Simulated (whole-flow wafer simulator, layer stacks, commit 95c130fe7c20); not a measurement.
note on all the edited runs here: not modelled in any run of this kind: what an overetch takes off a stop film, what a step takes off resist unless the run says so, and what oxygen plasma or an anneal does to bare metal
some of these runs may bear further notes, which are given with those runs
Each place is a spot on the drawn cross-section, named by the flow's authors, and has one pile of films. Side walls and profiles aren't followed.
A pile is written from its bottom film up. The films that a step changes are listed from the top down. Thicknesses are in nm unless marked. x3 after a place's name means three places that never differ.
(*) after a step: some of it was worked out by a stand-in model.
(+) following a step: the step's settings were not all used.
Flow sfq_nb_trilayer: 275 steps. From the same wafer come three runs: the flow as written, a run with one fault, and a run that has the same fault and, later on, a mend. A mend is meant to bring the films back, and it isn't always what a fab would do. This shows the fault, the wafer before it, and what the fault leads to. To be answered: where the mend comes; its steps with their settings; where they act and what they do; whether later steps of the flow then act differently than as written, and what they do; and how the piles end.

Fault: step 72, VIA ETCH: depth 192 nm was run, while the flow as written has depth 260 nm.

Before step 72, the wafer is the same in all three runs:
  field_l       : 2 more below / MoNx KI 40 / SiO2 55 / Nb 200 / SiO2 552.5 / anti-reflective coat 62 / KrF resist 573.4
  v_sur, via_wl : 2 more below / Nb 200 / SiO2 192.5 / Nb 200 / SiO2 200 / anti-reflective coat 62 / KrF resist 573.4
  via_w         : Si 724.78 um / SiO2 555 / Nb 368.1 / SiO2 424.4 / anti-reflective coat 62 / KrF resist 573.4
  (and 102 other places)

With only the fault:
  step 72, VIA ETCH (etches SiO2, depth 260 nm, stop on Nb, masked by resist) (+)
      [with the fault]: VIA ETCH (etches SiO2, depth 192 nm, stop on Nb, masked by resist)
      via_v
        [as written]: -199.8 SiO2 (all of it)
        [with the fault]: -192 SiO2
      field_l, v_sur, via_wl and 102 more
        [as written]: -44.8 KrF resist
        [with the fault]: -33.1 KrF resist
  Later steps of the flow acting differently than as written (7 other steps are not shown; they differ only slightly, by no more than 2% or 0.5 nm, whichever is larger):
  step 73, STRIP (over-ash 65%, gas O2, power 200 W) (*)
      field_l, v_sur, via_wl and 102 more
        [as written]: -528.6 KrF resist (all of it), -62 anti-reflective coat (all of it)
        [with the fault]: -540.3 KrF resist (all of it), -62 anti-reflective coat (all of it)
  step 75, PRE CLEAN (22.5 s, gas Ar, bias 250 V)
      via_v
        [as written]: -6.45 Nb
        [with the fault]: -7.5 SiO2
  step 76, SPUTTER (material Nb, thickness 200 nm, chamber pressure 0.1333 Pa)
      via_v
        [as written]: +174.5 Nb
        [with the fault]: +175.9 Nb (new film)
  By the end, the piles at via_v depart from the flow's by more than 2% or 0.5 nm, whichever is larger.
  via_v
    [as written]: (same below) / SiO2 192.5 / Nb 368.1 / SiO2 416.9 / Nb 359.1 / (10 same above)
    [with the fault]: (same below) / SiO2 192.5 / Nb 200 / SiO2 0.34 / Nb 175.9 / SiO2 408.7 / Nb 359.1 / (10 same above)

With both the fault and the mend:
  After step 73 comes the mend.
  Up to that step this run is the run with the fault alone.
  step 73a, COAT (anti-reflective coat, thickness 62 nm) (*) (the flow's step 65, run once more)
      p4_fl x3, p4_w1 x9, p4_g1 x2 and 63 more
        +62 anti-reflective coat (new film)
      moat, field_r, lsp_l and 6 more
        +61.8 anti-reflective coat (new film)
      be_r, r_sur, res, r_end
        +61.7 anti-reflective coat (new film)
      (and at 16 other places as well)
  step 73b, COAT (KrF resist, thickness 650 nm) (*) (the flow's step 66, run once more)
      p4_fl x3, p4_w1 x9, p4_g1 x2 and 63 more
        +650 KrF resist (new film)
      lsp_l, ln_m5, lsp_m, ln_m6, lsp_r, l0_sur, l0v
        +649.6 KrF resist (new film)
      r_end, moat, field_r
        +649.5 KrF resist (new film)
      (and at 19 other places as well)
  step 73c, SOFTBAKE (KrF resist) (the flow's step 67, run once more)
      does not change any film at any place that is followed
  step 73d, EXPOSE (photomask I1, dose 11.91 mJ/cm2, NA 0.6, wavelength 248 nm) (*) (the flow's step 68, run once more)
      does not change any film at any place that is followed
  step 73e, PEB (KrF resist, 90 s) (the flow's step 69, run once more)
      ce_r, sp_r, be_r and 89 more
        -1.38 KrF resist
      field_l, v_sur, via_wl and 7 more
        -1.37 KrF resist
      via_wr, via_sp, be
        -1.36 KrF resist
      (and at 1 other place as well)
  step 73f, DEVELOP (KrF resist, thickness 650 nm, 60 s) (the flow's step 70, run once more)
      field_l, v_sur, via_wl and 102 more
        -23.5 KrF resist
      via_v
        -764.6 KrF resist (all of it)
  step 73g, VIA ETCH (etches anti-reflective coat, depth 125 nm, masked by resist) (+) (the flow's step 71, run once more)
      field_l, v_sur, via_wl and 102 more
        -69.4 KrF resist
      via_v
        -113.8 anti-reflective coat (all of it), -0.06 SiO2
  step 73h, VIA ETCH (etches SiO2, depth 68 nm, stop on Nb, masked by resist) (+) (the flow's step 72, run once more with other settings)
      field_l, v_sur, via_wl and 102 more
        -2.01 KrF resist
      via_v
        -7.79 SiO2 (all of it)
  step 73i, STRIP (over-ash 65%, gas O2, power 200 W) (*) (the flow's step 73, run once more)
      p4_fl x3, p4_w1 x9, p4_g1 x2 and 63 more
        -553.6 KrF resist (all of it), -62 anti-reflective coat (all of it)
      moat, field_r, lsp_l, ln_m5, lsp_m, l0v
        -553.2 KrF resist (all of it), -61.8 anti-reflective coat (all of it)
      ln_m6, lsp_r, l0_sur
        -553.3 KrF resist (all of it), -61.8 anti-reflective coat (all of it)
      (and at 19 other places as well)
  Every later step of the flow that is run acts as written, at every place that is followed, to within 2% or 0.5 nm, whichever is larger.
  At the end the piles are close to the flow's at the places that both follow, differing by at most 2% or 0.5 nm, whichever is larger.
